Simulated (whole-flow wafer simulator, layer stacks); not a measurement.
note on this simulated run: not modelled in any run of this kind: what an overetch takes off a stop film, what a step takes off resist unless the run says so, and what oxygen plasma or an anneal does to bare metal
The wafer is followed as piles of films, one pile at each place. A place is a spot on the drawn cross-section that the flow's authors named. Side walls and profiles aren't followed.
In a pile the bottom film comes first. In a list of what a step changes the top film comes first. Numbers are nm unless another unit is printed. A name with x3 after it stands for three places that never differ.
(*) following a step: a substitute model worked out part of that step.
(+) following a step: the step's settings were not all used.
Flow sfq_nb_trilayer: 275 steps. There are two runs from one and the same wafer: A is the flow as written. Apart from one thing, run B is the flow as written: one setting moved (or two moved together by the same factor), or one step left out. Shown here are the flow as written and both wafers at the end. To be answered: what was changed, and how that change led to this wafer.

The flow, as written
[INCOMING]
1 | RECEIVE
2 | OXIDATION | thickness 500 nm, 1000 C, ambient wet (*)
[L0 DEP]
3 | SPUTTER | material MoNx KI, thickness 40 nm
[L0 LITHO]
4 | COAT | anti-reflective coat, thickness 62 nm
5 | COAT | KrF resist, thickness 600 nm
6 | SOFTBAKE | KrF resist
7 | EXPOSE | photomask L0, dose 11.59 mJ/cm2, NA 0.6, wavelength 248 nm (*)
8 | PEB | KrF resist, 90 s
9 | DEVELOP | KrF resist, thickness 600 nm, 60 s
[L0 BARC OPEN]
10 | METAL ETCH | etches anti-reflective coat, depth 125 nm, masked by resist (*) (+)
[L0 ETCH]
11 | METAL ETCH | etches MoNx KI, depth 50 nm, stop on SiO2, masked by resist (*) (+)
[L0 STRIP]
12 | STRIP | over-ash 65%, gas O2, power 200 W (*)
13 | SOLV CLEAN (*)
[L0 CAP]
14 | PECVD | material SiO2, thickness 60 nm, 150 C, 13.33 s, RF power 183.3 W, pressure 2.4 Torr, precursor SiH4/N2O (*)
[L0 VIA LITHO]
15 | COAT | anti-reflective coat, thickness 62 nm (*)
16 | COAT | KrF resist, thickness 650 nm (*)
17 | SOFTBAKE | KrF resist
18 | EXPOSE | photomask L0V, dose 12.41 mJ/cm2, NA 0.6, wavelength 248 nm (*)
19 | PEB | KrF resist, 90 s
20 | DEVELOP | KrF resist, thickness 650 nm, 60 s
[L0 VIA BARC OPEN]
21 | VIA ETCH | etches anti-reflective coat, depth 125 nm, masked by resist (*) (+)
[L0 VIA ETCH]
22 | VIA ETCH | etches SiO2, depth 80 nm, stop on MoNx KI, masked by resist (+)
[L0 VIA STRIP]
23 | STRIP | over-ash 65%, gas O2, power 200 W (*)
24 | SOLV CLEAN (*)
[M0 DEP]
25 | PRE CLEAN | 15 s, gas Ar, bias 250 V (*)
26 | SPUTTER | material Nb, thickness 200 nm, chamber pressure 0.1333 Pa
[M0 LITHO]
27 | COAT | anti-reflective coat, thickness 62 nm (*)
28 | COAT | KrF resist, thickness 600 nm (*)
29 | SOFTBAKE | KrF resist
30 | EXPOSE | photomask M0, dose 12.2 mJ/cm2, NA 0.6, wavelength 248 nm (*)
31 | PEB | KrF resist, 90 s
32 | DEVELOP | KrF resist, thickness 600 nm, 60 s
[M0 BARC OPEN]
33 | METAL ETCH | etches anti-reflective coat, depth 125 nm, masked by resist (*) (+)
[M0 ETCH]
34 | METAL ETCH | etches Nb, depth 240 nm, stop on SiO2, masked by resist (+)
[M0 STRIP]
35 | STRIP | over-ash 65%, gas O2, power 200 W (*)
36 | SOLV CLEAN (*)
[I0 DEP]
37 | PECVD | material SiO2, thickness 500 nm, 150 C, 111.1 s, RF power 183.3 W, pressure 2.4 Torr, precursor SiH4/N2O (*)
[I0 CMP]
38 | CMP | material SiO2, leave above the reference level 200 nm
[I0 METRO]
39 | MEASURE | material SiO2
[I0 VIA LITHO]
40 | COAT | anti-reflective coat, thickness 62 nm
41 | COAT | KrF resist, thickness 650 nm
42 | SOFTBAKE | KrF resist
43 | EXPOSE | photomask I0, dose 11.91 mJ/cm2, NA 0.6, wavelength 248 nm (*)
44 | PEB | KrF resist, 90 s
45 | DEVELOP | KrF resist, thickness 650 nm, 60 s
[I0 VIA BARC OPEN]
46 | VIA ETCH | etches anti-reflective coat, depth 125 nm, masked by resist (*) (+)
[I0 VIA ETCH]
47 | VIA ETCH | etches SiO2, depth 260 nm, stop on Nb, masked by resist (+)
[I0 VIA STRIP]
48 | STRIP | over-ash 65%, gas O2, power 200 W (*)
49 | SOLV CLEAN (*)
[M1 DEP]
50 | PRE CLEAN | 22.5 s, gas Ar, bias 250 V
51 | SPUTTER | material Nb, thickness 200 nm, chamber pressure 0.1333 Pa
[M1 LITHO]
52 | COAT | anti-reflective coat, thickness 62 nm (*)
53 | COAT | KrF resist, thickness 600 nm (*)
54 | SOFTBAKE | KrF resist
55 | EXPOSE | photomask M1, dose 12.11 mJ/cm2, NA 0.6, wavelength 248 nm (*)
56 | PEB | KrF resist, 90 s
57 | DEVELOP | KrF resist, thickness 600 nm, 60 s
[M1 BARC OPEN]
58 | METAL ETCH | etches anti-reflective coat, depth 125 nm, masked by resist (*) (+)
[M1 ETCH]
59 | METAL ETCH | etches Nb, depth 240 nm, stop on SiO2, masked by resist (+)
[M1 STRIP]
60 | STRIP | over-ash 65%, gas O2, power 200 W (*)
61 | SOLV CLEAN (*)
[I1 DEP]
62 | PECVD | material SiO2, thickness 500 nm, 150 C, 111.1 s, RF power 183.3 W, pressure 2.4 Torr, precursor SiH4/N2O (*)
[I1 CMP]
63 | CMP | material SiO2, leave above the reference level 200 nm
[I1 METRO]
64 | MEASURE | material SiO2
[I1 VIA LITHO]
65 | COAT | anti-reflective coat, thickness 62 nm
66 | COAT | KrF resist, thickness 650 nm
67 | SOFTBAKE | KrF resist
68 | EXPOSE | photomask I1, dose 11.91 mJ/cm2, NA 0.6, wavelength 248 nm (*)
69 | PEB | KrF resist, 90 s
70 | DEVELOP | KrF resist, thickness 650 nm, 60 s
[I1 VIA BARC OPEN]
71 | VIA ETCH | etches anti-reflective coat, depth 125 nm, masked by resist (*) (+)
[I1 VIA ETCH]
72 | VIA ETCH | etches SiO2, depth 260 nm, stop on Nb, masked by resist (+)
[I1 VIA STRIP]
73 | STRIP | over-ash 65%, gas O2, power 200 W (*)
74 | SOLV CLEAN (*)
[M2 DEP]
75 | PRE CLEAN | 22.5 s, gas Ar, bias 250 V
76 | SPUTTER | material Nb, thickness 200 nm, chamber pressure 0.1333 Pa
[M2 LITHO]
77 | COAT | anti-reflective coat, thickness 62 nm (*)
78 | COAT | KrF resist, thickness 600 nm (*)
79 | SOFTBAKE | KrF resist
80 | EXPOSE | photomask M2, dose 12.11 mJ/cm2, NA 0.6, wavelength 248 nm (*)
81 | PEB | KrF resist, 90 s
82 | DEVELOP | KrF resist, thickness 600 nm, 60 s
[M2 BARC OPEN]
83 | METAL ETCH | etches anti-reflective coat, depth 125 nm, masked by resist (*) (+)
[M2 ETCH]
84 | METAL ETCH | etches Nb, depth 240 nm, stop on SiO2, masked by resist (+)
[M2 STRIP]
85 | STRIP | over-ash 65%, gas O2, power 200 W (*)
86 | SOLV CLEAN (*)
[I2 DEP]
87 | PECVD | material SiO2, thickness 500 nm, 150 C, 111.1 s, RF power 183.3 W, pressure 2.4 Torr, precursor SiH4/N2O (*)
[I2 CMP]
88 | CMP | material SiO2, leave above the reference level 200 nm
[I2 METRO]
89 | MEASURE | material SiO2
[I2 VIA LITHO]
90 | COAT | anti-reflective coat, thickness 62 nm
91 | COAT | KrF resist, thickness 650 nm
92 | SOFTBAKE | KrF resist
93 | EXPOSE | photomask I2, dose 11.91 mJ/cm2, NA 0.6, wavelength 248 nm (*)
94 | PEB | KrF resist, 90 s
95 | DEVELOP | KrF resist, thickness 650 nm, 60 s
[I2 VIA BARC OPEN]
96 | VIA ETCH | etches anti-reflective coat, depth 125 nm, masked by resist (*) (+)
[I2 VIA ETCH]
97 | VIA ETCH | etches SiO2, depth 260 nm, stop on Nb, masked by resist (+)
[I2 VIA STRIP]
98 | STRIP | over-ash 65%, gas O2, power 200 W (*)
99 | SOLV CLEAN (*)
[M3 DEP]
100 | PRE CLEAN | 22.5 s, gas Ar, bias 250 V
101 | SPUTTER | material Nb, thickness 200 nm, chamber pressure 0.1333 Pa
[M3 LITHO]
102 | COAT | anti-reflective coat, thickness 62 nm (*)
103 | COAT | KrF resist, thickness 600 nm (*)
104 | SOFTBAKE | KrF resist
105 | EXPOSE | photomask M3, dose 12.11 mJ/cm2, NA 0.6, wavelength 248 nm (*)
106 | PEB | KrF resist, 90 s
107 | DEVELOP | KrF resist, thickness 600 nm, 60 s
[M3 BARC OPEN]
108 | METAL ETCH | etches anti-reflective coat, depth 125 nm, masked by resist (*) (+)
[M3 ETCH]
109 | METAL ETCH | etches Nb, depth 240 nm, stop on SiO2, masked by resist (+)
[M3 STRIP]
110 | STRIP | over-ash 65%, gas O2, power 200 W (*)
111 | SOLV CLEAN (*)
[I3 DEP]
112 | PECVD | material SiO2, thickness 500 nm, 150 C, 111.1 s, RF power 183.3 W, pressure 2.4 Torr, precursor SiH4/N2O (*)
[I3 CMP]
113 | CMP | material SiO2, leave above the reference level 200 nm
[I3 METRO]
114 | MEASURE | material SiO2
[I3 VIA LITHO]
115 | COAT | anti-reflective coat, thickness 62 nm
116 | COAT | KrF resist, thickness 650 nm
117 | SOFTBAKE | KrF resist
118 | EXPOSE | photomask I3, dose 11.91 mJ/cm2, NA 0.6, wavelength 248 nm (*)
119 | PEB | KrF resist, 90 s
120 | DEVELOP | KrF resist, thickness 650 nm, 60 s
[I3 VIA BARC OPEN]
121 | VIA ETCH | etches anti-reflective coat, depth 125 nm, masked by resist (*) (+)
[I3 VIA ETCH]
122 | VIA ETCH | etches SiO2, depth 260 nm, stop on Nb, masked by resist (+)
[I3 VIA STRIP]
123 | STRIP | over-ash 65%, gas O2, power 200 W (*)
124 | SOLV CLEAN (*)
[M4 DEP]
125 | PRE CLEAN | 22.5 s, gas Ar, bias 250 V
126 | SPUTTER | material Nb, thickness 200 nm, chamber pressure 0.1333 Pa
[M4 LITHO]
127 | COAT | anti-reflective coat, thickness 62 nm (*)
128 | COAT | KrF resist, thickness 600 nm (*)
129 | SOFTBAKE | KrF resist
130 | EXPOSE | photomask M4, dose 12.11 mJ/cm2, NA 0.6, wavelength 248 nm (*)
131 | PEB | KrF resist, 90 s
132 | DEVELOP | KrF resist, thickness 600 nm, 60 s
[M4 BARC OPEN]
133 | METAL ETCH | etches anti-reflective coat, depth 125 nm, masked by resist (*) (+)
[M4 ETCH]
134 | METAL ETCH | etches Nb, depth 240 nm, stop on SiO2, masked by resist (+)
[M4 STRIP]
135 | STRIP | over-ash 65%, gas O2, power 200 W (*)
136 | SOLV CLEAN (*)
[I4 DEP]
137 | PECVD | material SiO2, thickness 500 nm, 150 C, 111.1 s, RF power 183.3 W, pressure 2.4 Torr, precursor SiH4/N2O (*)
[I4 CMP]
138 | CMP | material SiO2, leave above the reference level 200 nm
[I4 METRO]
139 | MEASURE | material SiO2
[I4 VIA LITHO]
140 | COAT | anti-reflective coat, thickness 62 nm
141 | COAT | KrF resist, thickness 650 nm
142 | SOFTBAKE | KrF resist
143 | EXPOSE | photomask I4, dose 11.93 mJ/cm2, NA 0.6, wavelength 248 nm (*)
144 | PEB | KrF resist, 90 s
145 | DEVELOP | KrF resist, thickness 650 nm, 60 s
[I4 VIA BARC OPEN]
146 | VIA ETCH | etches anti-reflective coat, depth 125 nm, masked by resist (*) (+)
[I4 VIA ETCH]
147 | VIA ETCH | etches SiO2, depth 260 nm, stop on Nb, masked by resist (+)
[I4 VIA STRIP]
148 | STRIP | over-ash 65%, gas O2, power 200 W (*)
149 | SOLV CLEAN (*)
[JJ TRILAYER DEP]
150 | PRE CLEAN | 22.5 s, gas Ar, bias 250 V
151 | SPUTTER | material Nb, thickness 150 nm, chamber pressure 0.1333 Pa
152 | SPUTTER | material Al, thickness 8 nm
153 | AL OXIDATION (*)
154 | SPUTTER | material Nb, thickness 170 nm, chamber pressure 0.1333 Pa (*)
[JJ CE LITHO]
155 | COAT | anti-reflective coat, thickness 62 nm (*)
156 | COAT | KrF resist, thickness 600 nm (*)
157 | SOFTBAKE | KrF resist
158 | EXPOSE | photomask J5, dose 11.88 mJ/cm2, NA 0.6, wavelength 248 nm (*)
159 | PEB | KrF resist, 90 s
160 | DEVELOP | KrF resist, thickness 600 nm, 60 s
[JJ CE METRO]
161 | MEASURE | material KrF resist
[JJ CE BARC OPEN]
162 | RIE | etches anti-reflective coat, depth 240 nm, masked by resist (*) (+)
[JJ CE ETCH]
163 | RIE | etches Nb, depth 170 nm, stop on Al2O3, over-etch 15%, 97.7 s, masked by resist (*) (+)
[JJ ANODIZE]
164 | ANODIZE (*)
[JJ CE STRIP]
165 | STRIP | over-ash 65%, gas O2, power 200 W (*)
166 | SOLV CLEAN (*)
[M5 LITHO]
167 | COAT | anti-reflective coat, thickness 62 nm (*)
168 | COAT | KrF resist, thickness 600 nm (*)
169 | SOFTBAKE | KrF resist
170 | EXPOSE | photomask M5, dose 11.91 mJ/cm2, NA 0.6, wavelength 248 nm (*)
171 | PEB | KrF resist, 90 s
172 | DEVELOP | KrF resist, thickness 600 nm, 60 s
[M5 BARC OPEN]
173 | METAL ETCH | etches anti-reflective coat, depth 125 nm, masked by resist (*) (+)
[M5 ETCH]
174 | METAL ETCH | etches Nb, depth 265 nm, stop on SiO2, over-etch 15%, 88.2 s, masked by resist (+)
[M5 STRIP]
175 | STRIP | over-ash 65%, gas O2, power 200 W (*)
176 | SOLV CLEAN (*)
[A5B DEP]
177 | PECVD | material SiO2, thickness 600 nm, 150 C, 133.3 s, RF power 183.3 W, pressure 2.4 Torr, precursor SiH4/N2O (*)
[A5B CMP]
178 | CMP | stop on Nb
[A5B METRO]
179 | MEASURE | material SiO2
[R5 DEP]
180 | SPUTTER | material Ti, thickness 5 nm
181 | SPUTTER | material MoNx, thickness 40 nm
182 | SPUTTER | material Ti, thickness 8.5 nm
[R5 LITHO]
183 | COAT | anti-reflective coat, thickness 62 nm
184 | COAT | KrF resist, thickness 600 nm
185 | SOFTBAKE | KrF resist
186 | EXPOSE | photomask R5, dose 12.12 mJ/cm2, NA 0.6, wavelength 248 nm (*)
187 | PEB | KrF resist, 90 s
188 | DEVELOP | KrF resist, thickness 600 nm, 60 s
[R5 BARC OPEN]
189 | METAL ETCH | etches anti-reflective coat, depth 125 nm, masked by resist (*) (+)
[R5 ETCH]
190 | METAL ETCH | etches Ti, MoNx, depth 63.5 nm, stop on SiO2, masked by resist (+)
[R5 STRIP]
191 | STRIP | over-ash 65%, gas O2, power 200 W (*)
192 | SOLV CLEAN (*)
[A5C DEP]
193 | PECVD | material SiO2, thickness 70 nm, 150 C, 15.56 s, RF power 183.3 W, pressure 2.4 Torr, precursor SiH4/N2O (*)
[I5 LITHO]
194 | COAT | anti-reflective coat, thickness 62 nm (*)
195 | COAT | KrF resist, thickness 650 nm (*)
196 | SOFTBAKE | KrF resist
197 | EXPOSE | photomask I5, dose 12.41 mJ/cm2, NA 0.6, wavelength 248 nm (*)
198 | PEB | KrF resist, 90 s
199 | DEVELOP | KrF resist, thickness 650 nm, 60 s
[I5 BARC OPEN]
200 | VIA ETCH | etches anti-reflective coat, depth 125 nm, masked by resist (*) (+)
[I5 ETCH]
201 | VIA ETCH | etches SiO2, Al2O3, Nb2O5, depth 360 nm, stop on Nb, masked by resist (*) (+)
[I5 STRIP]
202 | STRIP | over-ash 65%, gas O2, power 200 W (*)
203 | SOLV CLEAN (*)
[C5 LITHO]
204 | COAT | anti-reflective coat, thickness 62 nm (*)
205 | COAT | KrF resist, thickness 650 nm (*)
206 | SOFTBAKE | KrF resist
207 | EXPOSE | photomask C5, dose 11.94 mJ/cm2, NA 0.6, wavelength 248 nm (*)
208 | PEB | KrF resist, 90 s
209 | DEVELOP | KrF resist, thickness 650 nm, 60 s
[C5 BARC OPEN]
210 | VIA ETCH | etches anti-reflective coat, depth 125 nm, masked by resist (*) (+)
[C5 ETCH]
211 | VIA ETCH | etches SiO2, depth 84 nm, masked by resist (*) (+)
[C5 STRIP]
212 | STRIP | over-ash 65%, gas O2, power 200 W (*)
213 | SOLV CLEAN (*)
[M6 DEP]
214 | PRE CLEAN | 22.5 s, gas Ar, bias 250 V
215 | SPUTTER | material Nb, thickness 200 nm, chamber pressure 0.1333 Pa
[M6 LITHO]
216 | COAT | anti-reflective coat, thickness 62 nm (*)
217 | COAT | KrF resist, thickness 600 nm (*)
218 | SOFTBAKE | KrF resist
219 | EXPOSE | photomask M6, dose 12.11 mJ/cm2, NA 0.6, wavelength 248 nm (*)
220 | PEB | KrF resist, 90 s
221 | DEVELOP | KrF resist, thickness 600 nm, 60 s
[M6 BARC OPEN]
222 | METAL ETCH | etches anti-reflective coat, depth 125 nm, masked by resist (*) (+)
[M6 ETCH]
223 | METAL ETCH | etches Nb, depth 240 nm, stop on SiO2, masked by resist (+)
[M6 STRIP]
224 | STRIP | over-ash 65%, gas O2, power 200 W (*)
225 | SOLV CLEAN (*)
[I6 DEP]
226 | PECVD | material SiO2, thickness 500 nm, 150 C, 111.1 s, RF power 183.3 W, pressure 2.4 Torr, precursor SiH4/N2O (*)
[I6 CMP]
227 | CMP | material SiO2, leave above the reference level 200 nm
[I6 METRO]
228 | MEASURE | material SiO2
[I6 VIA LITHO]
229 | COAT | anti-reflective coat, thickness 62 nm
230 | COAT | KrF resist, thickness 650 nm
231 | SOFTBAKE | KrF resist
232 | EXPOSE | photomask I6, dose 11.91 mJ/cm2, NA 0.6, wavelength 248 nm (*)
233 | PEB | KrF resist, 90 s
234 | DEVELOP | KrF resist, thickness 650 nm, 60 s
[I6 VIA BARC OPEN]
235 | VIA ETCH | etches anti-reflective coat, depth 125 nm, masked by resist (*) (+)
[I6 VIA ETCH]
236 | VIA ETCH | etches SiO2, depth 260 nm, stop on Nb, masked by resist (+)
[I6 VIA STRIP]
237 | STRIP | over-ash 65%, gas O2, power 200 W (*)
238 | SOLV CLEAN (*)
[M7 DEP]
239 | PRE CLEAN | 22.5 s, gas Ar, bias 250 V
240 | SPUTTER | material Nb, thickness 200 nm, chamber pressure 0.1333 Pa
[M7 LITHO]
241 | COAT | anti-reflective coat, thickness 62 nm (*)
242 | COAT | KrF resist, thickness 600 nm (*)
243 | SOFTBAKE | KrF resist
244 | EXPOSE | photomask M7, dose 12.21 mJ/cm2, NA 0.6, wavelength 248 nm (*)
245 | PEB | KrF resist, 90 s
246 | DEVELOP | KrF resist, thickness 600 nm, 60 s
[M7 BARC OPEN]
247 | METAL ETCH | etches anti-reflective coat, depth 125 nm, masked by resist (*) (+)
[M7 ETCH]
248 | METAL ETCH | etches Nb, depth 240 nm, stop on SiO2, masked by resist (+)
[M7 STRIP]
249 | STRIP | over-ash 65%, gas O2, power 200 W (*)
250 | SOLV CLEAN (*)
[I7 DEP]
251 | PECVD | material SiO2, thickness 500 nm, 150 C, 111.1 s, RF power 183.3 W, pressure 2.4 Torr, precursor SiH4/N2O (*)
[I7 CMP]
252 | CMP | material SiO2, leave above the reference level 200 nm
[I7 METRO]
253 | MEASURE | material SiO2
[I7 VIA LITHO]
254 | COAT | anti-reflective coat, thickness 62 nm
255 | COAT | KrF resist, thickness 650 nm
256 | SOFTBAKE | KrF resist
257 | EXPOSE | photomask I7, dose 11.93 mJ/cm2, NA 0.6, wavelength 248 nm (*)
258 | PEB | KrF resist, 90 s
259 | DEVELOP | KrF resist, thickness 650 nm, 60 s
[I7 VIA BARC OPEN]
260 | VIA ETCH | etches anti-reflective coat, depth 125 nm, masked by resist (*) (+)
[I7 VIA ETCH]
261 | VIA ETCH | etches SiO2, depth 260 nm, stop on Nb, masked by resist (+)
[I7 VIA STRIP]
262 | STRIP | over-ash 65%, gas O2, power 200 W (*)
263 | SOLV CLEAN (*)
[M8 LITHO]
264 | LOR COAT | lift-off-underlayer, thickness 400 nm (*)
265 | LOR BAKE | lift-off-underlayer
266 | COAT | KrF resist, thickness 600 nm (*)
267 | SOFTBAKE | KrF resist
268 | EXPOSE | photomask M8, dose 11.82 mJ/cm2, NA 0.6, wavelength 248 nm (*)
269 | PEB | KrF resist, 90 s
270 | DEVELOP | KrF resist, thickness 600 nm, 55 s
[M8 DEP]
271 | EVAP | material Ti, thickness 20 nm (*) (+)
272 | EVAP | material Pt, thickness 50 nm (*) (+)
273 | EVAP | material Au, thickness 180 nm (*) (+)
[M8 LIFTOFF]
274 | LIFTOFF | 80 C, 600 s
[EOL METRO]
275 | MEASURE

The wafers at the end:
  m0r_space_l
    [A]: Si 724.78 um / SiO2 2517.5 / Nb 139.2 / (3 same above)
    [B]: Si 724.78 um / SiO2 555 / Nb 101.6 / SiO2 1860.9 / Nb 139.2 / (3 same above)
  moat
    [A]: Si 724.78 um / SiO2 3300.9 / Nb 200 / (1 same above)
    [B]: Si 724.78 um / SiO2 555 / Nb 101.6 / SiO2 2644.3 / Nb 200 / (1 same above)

The reason: step 34, METAL ETCH: depth 98.4 nm was run, while the flow as written has depth 240 nm.

How this came from the change, step by step:
  34 | METAL ETCH | etches Nb, depth 240 nm, stop on SiO2, masked by resist (+)
      moat, m0r_space_l, m0r_space_r: A Nb loses 200 (all of it) | B Nb loses 98.4
      field_l, v_sur, via_wl and 100 more: A KrF resist loses 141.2 | B KrF resist loses 57.9
  35 | STRIP | over-ash 65%, gas O2, power 200 W (*)
      p4_fl, p4_fm, p4_w1 and 68 more: A KrF resist loses 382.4 (all of it), anti-reflective coat loses 62 (all of it) | B KrF resist loses 465.7 (all of it), anti-reflective coat loses 62 (all of it)
      c5j, ce_r, sp_r, be_r, r_sur, res: A KrF resist loses 389 (all of it), anti-reflective coat loses 63.6 (all of it) | B KrF resist loses 472.3 (all of it), anti-reflective coat loses 63.6 (all of it)
      (as well as at 26 more places)
  37 | PECVD | material SiO2, thickness 500 nm, 150 C, 111.1 s, RF power 183.3 W, pressure 2.4 Torr, precursor SiH4/N2O (*)
      moat, m0r_space_l, m0r_space_r: A SiO2 gains 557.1 | B SiO2 gains 500 (new film)
  38 | CMP | material SiO2, leave above the reference level 200 nm
      moat, m0r_space_l, m0r_space_r: A SiO2 loses 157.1 | B SiO2 loses 201.6
Taking metal films that touch as one body, m0r_space_l has 2 bodies (between them, from the top down: SiO2 1860.9); the flow as written gives 1 body.
Taking metal films that touch as one body, moat has 2 bodies (between them, from the top down: SiO2 2644.3); the flow as written gives 1 body.
